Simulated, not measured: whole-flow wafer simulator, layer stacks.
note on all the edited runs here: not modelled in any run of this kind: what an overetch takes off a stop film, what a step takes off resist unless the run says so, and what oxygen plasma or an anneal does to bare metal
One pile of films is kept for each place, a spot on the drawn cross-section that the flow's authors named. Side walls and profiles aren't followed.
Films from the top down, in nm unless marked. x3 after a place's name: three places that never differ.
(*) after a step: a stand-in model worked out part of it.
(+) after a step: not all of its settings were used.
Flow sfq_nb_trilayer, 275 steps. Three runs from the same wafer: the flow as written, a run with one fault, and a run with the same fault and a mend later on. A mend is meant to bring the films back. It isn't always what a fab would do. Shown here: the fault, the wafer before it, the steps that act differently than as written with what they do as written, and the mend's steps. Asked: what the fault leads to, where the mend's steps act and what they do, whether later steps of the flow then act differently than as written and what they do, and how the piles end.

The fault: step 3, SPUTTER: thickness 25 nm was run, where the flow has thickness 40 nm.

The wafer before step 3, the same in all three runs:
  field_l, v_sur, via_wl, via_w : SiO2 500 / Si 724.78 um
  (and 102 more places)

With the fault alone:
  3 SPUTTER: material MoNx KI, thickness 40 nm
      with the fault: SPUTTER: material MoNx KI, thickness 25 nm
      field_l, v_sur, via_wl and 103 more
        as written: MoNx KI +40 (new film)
        with the fault: MoNx KI +25 (new film)
  Later steps of the flow that act differently than as written (8 more steps differ only slightly, by at most 2% or 0.5 nm, whichever is larger, and aren't shown):
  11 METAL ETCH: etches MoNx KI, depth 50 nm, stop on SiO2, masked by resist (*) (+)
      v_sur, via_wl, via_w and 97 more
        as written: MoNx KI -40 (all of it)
        with the fault: MoNx KI -25 (all of it)
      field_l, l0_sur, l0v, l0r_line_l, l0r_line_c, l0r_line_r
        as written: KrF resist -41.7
        with the fault: KrF resist -31.2
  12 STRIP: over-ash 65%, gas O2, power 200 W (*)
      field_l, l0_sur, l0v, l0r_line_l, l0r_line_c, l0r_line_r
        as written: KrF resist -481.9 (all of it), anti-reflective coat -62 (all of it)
        with the fault: KrF resist -492.3 (all of it), anti-reflective coat -62 (all of it)
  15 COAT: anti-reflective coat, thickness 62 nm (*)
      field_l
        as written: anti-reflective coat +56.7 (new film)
        with the fault: anti-reflective coat +58.5 (new film)
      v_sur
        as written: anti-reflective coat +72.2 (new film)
        with the fault: anti-reflective coat +68.5 (new film)
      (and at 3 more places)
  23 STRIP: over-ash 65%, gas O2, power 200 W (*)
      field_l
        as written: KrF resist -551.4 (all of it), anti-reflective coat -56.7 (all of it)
        with the fault: KrF resist -554.6 (all of it), anti-reflective coat -58.5 (all of it)
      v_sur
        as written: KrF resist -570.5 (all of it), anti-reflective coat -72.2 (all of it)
        with the fault: KrF resist -566.2 (all of it), anti-reflective coat -68.5 (all of it)
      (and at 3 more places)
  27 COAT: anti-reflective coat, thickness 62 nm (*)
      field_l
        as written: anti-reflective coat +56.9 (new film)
        with the fault: anti-reflective coat +58.6 (new film)
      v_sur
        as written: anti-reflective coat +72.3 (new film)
        with the fault: anti-reflective coat +68.4 (new film)
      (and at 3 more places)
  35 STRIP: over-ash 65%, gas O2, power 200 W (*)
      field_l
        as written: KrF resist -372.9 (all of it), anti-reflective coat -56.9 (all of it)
        with the fault: KrF resist -376.4 (all of it), anti-reflective coat -58.6 (all of it)
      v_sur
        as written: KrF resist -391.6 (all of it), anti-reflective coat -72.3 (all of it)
        with the fault: KrF resist -388.1 (all of it), anti-reflective coat -68.4 (all of it)
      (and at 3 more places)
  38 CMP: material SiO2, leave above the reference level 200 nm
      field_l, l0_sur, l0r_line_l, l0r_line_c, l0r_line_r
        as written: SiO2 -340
        with the fault: SiO2 -325
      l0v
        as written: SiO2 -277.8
        with the fault: SiO2 -262.8
  At the end the piles differ from the flow's by more than 2% or 0.5 nm, whichever is larger, at field_l, l0_sur, l0v, l0r_line_l, l0r_line_c, l0r_line_r.
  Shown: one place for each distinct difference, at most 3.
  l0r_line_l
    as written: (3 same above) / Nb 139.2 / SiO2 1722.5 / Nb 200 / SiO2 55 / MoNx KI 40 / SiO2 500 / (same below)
    with the fault: (3 same above) / Nb 139.2 / SiO2 1737.5 / Nb 200 / SiO2 55 / MoNx KI 25 / SiO2 500 / (same below)
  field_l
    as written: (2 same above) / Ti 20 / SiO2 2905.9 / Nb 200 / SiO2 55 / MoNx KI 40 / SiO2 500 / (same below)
    with the fault: (2 same above) / Ti 20 / SiO2 2920.9 / Nb 200 / SiO2 55 / MoNx KI 25 / SiO2 500 / (same below)
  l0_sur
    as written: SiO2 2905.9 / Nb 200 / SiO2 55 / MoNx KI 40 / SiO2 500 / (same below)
    with the fault: SiO2 2920.9 / Nb 200 / SiO2 55 / MoNx KI 25 / SiO2 500 / (same below)

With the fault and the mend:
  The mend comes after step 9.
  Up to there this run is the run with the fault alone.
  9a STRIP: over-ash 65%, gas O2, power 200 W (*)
      v_sur, via_wl, via_w and 97 more
        anti-reflective coat -62 (all of it)
      field_l, l0_sur, l0v, l0r_line_l, l0r_line_c, l0r_line_r
        KrF resist -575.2 (all of it), anti-reflective coat -62 (all of it)
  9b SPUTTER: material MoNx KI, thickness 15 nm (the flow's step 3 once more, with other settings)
      field_l, v_sur, via_wl and 103 more
        MoNx KI +15
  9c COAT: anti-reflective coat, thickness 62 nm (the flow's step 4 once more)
      field_l, v_sur, via_wl and 103 more
        anti-reflective coat +62 (new film)
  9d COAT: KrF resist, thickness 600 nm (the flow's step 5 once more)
      field_l, v_sur, via_wl and 103 more
        KrF resist +600 (new film)
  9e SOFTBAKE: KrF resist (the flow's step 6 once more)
      changes no film at any place that is followed
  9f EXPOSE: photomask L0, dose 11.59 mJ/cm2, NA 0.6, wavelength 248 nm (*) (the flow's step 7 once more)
      changes no film at any place that is followed
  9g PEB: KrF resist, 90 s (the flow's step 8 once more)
      field_l, v_sur, via_wl and 103 more
        KrF resist -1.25
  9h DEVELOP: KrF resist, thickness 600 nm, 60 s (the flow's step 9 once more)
      v_sur, via_wl, via_w and 97 more
        KrF resist -598.7 (all of it)
      field_l, l0_sur, l0v, l0r_line_l, l0r_line_c, l0r_line_r
        KrF resist -23.5
  No later step of the flow acts differently than as written at any place that is followed.
  At the end the piles are the same as the flow's at every place that both follow.
